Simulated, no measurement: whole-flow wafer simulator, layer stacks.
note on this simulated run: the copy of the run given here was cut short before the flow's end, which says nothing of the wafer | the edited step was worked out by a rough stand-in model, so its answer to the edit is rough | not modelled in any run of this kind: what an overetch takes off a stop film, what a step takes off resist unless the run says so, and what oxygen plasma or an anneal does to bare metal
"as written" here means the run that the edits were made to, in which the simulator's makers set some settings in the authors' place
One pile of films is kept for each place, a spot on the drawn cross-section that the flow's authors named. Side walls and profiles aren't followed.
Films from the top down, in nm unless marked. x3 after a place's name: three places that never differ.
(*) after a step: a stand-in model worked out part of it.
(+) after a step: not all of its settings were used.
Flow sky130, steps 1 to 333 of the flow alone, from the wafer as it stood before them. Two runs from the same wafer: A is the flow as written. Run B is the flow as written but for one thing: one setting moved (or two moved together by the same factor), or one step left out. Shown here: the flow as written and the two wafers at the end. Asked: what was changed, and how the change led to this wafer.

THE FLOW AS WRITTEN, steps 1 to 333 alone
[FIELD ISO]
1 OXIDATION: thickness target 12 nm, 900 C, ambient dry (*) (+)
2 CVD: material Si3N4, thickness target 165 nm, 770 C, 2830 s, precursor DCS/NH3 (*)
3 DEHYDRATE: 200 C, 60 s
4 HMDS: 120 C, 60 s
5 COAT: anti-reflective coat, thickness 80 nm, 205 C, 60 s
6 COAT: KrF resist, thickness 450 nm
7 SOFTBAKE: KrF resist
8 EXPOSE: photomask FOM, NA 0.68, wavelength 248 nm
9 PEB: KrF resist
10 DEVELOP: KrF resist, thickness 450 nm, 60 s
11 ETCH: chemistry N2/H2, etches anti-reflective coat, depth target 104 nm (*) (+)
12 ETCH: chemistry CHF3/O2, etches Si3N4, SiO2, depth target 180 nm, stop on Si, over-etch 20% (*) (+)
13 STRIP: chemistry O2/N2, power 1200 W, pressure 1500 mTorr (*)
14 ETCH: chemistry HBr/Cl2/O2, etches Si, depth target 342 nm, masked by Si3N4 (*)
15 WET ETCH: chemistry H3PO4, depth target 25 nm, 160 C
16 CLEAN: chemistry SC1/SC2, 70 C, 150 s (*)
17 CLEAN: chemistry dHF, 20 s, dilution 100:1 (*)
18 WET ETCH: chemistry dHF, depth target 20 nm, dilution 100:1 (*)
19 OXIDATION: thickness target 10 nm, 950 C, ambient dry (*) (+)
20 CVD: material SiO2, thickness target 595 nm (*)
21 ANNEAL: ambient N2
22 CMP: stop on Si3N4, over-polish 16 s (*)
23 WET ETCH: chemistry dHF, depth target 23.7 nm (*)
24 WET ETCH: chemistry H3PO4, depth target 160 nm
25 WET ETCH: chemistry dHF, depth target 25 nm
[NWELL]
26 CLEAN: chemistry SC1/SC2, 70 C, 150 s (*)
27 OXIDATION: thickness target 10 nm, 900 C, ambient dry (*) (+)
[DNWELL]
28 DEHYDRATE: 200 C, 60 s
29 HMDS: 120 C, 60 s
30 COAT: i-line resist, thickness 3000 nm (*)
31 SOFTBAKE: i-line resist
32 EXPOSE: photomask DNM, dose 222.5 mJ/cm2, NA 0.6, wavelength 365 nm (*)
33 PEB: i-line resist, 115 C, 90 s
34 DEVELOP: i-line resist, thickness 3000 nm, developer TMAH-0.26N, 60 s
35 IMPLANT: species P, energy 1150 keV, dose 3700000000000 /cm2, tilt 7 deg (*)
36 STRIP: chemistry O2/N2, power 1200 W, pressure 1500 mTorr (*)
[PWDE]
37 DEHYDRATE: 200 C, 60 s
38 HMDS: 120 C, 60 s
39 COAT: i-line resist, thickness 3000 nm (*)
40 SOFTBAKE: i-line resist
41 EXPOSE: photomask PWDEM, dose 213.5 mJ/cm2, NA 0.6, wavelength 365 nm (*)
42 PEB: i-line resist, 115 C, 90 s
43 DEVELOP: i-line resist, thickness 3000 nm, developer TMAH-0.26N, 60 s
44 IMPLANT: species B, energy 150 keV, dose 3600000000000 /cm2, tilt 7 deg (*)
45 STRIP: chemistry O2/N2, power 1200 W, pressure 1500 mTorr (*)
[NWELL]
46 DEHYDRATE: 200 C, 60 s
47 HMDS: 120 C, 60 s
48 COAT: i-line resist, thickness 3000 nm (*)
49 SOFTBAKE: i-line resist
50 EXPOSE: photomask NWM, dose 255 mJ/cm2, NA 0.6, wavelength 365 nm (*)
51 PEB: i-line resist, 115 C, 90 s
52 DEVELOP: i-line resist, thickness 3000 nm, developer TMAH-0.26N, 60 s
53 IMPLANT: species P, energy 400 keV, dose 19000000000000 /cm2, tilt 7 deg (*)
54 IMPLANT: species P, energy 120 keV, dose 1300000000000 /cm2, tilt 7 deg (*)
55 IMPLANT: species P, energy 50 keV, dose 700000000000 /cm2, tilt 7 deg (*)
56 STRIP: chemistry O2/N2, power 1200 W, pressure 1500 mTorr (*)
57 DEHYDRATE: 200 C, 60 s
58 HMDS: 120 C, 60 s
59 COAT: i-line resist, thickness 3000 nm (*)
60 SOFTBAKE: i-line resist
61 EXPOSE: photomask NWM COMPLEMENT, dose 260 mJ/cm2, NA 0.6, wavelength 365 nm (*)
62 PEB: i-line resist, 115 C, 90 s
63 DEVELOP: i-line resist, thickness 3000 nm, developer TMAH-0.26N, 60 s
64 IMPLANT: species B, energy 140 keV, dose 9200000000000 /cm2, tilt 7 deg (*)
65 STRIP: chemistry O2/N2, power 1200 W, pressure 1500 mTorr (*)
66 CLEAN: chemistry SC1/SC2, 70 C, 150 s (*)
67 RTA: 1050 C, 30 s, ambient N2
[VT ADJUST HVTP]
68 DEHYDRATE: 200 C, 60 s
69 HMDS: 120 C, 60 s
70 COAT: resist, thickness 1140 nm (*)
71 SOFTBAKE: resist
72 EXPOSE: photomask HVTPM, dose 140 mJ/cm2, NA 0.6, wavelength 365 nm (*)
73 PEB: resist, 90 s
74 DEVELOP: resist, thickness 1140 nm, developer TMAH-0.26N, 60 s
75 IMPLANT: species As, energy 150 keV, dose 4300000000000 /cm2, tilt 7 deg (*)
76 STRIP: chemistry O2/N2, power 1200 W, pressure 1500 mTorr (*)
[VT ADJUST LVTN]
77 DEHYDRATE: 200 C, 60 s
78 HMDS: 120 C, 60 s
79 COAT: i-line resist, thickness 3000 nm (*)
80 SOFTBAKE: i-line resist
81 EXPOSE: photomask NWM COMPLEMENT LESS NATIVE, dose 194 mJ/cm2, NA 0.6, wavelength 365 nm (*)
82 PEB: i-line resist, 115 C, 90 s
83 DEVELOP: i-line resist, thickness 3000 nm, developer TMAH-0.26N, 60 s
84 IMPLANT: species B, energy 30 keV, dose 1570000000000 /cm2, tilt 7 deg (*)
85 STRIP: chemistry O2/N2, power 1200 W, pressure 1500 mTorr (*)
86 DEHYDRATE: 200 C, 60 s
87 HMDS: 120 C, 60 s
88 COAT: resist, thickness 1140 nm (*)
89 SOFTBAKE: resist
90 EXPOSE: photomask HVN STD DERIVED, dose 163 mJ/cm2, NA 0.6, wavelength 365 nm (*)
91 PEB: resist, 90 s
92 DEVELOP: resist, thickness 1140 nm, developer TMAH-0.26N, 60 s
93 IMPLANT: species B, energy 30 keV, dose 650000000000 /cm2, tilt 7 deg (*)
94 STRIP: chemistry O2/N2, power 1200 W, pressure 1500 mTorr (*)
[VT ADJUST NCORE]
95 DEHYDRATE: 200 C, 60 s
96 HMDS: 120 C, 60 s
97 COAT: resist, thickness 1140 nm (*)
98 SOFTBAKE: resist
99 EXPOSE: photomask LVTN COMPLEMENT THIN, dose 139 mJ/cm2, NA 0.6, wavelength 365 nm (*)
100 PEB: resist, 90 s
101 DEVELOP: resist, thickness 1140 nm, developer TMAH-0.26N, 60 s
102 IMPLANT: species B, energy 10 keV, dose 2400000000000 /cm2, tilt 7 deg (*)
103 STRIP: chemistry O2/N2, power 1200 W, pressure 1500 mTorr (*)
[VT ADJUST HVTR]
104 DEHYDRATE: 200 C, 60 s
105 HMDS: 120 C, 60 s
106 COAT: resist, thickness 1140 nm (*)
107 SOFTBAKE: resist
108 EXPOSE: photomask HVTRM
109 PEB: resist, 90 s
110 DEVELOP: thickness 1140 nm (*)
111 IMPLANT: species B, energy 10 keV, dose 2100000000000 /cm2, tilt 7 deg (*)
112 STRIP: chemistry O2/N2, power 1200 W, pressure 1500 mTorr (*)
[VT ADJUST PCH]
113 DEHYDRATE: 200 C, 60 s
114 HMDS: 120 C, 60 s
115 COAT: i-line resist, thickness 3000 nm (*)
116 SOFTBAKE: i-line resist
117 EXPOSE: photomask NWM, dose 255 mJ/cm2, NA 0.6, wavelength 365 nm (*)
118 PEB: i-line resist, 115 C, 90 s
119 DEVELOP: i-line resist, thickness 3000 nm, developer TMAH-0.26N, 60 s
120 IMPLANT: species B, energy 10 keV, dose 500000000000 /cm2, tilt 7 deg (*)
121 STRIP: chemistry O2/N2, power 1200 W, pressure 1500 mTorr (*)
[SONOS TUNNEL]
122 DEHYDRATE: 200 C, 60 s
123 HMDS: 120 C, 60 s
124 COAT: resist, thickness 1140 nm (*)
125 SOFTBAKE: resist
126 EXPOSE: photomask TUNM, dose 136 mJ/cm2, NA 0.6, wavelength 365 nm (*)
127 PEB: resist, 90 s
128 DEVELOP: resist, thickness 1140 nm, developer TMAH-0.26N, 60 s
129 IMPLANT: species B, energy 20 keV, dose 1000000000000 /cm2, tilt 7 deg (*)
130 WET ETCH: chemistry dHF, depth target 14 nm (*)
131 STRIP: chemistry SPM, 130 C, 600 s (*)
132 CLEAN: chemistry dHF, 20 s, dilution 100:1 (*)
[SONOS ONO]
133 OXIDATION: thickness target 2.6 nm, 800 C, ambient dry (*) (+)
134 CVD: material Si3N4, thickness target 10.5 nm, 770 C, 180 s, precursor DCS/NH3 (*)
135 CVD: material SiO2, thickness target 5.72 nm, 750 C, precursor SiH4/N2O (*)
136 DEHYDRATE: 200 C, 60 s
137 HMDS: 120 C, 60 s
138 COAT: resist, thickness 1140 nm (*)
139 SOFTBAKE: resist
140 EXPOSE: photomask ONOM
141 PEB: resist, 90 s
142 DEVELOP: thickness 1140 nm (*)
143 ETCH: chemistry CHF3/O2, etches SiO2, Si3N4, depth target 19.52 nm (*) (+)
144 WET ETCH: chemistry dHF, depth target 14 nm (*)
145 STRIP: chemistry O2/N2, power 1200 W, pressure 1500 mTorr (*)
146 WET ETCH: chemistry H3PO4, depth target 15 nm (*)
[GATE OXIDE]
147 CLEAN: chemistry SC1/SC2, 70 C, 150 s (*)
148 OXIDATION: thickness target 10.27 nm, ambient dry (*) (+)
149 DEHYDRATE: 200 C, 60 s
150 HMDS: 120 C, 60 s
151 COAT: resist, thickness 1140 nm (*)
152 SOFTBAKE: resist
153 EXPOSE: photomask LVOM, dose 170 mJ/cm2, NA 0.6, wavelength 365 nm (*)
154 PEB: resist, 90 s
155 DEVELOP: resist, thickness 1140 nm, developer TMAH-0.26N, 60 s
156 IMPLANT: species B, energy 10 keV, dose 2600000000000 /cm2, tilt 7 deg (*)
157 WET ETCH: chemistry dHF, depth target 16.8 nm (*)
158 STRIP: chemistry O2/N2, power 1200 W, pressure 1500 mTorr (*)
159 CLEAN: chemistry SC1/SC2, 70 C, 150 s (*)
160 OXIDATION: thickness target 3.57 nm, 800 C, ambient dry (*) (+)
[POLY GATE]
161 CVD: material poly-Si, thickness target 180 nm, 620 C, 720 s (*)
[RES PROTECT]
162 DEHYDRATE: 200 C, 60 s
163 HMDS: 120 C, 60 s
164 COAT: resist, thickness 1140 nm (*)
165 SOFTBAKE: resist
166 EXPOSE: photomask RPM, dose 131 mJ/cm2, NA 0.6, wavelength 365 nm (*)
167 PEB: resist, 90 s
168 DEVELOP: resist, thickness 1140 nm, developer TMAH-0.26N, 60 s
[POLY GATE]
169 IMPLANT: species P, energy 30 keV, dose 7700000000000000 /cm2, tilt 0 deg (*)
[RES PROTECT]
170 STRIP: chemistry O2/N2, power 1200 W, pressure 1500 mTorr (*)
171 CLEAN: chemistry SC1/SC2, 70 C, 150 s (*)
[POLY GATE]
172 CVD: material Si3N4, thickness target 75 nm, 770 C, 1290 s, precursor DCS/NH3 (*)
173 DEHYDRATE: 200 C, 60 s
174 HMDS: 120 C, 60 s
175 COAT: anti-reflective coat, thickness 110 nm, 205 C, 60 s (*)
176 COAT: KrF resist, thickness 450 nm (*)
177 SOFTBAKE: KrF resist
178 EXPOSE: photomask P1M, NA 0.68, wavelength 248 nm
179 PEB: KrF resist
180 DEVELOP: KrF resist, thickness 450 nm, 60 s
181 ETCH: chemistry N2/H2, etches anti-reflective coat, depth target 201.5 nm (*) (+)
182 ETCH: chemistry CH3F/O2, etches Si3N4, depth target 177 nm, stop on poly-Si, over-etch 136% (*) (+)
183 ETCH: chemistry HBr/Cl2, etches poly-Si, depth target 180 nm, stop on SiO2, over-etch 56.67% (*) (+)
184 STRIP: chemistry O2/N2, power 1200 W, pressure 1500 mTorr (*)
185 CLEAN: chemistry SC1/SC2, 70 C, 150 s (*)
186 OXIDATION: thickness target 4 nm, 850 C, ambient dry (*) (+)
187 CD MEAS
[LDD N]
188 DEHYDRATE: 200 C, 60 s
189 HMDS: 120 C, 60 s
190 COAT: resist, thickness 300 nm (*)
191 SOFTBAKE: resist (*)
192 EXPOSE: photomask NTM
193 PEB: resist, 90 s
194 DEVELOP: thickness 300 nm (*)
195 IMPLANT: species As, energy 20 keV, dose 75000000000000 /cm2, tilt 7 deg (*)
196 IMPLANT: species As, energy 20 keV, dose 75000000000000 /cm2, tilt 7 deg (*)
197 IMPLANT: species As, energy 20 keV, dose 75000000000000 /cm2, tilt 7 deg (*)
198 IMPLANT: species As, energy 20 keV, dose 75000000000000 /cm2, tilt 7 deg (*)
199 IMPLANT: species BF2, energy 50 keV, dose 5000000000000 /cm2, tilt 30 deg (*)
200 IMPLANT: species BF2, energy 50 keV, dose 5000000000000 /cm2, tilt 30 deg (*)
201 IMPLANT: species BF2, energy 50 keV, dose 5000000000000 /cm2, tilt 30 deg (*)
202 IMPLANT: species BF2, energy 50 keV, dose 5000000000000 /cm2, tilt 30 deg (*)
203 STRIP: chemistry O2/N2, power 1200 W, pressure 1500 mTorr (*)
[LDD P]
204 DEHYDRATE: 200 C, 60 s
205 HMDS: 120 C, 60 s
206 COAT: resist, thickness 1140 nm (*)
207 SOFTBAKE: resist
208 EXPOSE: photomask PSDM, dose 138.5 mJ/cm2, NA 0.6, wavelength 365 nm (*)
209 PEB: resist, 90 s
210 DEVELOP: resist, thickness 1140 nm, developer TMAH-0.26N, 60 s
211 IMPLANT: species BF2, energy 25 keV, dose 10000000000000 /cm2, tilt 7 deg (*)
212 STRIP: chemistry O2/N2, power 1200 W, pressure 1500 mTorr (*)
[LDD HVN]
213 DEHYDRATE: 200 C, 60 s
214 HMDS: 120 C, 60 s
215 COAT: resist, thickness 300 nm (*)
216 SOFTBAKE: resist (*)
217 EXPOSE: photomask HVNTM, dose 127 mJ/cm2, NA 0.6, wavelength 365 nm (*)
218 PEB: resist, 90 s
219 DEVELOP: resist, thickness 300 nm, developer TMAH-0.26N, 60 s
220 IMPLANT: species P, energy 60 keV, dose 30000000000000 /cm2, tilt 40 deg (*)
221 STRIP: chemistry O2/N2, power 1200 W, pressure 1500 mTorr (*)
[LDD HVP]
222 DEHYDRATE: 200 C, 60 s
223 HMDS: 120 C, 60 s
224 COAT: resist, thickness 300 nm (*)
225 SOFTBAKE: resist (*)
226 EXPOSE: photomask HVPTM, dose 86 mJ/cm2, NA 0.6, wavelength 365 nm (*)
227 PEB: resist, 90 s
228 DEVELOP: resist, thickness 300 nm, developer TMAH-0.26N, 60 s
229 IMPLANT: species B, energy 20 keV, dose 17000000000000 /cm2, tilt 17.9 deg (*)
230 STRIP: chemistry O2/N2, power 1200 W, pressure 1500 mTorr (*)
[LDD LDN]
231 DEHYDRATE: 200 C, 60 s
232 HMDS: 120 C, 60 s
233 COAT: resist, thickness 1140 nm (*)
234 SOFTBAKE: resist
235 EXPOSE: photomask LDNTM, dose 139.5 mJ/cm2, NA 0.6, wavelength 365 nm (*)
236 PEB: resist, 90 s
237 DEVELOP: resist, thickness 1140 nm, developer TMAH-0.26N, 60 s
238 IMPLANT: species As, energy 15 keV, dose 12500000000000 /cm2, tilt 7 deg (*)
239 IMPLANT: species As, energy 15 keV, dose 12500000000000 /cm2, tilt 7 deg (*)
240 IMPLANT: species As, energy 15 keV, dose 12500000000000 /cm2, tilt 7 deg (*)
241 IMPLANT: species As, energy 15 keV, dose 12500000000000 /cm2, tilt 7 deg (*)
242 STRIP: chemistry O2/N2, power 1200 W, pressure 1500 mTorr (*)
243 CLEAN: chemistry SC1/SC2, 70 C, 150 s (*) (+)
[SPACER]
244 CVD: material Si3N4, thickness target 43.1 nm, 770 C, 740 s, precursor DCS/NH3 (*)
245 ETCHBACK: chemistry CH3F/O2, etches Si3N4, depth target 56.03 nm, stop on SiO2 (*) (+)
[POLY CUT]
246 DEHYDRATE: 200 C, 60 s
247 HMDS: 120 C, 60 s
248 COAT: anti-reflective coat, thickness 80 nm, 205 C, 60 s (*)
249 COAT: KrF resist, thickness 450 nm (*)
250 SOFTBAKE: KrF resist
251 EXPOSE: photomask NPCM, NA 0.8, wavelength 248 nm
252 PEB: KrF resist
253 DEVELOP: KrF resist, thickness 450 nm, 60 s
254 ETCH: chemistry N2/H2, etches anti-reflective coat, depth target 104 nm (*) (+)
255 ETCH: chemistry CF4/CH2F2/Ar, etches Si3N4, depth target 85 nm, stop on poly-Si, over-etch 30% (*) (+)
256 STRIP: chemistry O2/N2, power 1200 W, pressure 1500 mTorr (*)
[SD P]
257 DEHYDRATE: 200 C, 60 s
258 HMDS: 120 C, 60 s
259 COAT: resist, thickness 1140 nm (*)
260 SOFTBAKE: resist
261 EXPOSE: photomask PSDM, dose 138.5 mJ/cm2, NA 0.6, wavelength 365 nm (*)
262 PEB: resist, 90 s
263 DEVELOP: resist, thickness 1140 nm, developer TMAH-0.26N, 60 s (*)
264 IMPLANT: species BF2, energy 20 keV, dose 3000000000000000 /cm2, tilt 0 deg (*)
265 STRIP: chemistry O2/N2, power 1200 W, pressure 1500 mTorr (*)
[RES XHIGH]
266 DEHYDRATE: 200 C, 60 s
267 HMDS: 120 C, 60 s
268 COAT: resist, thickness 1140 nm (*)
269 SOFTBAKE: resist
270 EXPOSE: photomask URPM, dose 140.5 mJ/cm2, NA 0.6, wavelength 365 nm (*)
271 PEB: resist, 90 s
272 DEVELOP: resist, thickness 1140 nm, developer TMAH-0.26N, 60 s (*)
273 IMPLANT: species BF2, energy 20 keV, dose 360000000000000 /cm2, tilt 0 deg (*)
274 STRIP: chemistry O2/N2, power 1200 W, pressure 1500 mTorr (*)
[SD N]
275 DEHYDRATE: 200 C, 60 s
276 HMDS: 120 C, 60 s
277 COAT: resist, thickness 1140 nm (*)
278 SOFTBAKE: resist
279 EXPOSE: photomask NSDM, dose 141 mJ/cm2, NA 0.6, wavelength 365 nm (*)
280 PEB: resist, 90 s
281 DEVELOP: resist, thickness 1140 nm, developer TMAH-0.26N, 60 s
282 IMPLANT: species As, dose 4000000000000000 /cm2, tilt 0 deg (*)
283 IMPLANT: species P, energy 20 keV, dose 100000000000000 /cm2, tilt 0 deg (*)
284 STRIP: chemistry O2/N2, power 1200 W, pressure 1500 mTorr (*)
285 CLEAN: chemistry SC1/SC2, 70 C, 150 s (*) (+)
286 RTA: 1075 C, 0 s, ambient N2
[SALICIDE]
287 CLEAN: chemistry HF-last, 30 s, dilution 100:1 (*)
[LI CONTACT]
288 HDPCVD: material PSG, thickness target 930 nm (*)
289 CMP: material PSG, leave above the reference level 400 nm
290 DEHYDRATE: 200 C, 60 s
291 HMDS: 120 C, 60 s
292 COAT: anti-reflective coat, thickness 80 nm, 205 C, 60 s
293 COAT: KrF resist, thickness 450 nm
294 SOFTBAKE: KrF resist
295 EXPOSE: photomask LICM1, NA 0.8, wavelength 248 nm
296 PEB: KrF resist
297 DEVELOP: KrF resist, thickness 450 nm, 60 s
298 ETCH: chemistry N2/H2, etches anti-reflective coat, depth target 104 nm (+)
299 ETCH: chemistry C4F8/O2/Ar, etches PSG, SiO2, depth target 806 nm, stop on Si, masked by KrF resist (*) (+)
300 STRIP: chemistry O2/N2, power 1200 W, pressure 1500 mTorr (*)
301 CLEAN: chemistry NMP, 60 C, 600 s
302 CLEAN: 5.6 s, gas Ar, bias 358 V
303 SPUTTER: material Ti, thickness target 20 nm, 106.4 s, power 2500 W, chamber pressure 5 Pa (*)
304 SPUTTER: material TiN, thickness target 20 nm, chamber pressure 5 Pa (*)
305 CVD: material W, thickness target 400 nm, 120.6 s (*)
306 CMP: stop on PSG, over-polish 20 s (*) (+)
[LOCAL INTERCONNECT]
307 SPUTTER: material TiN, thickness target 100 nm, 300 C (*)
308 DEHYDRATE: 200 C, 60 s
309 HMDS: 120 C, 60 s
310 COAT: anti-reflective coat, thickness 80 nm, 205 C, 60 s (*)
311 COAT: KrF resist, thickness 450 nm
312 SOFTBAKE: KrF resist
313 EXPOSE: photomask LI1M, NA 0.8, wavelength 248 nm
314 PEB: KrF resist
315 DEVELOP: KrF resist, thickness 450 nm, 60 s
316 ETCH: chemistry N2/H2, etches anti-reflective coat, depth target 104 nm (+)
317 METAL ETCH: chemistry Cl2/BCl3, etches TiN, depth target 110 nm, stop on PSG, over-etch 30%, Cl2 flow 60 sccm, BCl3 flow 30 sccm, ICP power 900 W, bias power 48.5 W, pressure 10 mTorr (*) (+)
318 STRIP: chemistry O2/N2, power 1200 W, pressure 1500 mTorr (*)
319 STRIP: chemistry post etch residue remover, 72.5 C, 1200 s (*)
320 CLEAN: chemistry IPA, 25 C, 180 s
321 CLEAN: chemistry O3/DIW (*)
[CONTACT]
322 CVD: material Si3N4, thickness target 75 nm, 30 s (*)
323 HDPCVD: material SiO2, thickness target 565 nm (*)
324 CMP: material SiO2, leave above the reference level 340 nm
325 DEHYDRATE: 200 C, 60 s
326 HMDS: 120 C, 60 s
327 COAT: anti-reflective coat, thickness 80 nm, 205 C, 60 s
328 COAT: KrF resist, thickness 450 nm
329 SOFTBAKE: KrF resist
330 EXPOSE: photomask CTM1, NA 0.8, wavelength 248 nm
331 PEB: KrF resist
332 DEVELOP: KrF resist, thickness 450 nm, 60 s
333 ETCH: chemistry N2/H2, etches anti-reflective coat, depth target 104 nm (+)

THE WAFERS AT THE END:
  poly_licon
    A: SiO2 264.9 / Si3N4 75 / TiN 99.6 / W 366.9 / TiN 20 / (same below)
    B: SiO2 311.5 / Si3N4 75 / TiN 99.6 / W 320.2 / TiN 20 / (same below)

The cause: step 305, CVD: 96.45 s was run, where the flow has 120.6 s.

How the change led to this, step by step:
  305 CVD: material W, thickness target 400 nm, 120.6 s (*)
      field, active, n_well and 185 more: A W +400 (new film) | B W +320.2 (new film)
      ndiff_licon: A W +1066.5 (new film) | B W +986.8 (new film)
      (and at 2 more places)
  306 CMP: stop on PSG, over-polish 20 s (*) (+)
      poly_licon: A W -33.1 | B nothing
      field, active, n_well and 184 more: A W -400 (all of it), TiN -20 (all of it), Ti -20 (all of it), PSG -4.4 | B W -320.2 (all of it), TiN -20 (all of it), Ti -20 (all of it), PSG -4.4
      (and at 3 more places)
  310 COAT: anti-reflective coat, thickness 80 nm, 205 C, 60 s (*)
      poly_licon: A anti-reflective coat +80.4 (new film) | B anti-reflective coat +127.1 (new film)
  318 STRIP: chemistry O2/N2, power 1200 W, pressure 1500 mTorr (*)
      poly_licon: A KrF resist -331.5 (all of it), anti-reflective coat -80.4 (all of it) | B KrF resist -331.5 (all of it), anti-reflective coat -127.1 (all of it)
  324 CMP: material SiO2, leave above the reference level 340 nm
      poly_licon: A SiO2 -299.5 | B SiO2 -252.9
